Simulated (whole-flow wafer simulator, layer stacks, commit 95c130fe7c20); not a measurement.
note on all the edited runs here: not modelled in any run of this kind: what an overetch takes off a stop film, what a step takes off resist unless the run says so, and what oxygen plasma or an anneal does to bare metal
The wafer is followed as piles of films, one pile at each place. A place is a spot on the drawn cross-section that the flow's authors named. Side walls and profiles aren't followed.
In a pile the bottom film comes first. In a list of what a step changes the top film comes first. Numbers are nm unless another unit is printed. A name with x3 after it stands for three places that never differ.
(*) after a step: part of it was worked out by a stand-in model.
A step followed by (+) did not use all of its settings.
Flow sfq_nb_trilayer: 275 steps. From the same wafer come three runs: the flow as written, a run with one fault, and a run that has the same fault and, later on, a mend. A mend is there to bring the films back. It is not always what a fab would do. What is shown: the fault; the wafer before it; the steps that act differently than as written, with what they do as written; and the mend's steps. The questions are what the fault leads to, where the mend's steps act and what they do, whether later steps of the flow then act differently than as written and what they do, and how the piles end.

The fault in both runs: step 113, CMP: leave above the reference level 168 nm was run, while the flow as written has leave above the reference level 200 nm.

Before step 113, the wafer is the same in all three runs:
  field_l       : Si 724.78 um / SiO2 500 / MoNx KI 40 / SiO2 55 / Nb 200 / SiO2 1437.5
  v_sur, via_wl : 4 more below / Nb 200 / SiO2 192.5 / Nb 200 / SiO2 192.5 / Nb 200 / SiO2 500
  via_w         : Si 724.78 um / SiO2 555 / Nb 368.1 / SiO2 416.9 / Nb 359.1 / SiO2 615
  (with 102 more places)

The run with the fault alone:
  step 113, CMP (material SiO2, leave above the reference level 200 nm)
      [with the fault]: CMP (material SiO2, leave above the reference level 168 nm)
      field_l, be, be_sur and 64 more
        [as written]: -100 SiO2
        [with the fault]: -132 SiO2
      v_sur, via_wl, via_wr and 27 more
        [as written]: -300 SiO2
        [with the fault]: -332 SiO2
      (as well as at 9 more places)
  Later steps of the flow acting differently than as written (4 other steps are not shown; they differ only slightly, by no more than 2% or 0.5 nm, whichever is larger):
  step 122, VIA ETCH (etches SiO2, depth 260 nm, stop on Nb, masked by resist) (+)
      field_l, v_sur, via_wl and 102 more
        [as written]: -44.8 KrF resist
        [with the fault]: -43.4 KrF resist
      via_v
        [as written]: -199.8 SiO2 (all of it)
        [with the fault]: -167.8 SiO2 (all of it)
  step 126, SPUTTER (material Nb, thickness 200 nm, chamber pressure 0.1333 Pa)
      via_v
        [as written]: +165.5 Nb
        [with the fault]: +172.5 Nb
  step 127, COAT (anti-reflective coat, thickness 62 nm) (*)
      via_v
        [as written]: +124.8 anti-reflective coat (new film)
        [with the fault]: +116.2 anti-reflective coat (new film)
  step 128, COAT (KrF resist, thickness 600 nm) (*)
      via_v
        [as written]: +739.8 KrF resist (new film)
        [with the fault]: +714.3 KrF resist (new film)
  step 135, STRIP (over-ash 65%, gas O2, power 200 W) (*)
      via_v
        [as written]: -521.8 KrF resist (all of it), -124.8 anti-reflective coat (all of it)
        [with the fault]: -496.4 KrF resist (all of it), -116.2 anti-reflective coat (all of it)
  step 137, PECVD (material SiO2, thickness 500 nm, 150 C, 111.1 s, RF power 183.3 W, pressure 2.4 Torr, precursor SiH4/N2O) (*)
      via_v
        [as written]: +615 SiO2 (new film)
        [with the fault]: +551.5 SiO2 (new film)
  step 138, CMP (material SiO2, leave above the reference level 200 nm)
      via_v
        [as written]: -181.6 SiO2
        [with the fault]: -157.1 SiO2
  The piles end different from the flow's at v_sur, via_wl, via_w and 36 more by more than 2% or 0.5 nm, whichever is larger.
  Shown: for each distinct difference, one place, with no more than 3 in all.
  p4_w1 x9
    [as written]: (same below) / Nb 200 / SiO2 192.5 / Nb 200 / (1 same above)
    [with the fault]: (same below) / Nb 200 / SiO2 160.5 / Nb 200 / (1 same above)
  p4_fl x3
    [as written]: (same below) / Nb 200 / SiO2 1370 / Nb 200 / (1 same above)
    [with the fault]: (same below) / Nb 200 / SiO2 1338 / Nb 200 / (1 same above)
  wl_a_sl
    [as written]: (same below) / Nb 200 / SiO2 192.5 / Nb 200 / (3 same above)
    [with the fault]: (same below) / Nb 200 / SiO2 160.5 / Nb 200 / (3 same above)

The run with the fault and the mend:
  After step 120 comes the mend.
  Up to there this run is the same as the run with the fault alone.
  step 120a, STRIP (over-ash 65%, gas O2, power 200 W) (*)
      field_l, v_sur, via_wl and 102 more
        -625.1 KrF resist (all of it), -62 anti-reflective coat (all of it)
      via_v
        -62 anti-reflective coat (all of it)
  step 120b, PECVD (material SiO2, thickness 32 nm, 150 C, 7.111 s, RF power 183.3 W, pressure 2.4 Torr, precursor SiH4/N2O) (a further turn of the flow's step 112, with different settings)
      field_l, v_sur, via_wl and 103 more
        +32 SiO2
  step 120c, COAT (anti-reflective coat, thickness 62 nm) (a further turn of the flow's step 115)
      field_l, v_sur, via_wl and 103 more
        +62 anti-reflective coat (new film)
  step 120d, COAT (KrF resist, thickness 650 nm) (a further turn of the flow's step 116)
      field_l, v_sur, via_wl and 103 more
        +650 KrF resist (new film)
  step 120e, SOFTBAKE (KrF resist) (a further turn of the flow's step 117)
      leaves every film unchanged at each place that is followed
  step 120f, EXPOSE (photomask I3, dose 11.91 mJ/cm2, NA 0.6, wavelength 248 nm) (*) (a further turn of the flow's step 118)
      leaves every film unchanged at each place that is followed
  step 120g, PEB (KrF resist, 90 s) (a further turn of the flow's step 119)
      field_l, v_sur, via_wl and 103 more
        -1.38 KrF resist
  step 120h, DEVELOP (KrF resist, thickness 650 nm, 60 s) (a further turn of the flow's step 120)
      field_l, v_sur, via_wl and 102 more
        -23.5 KrF resist
      via_v
        -648.6 KrF resist (all of it)
  Every later step of the flow that is run acts as written at every place that is followed.
  At every place that both follow, the piles at the end match the flow's.
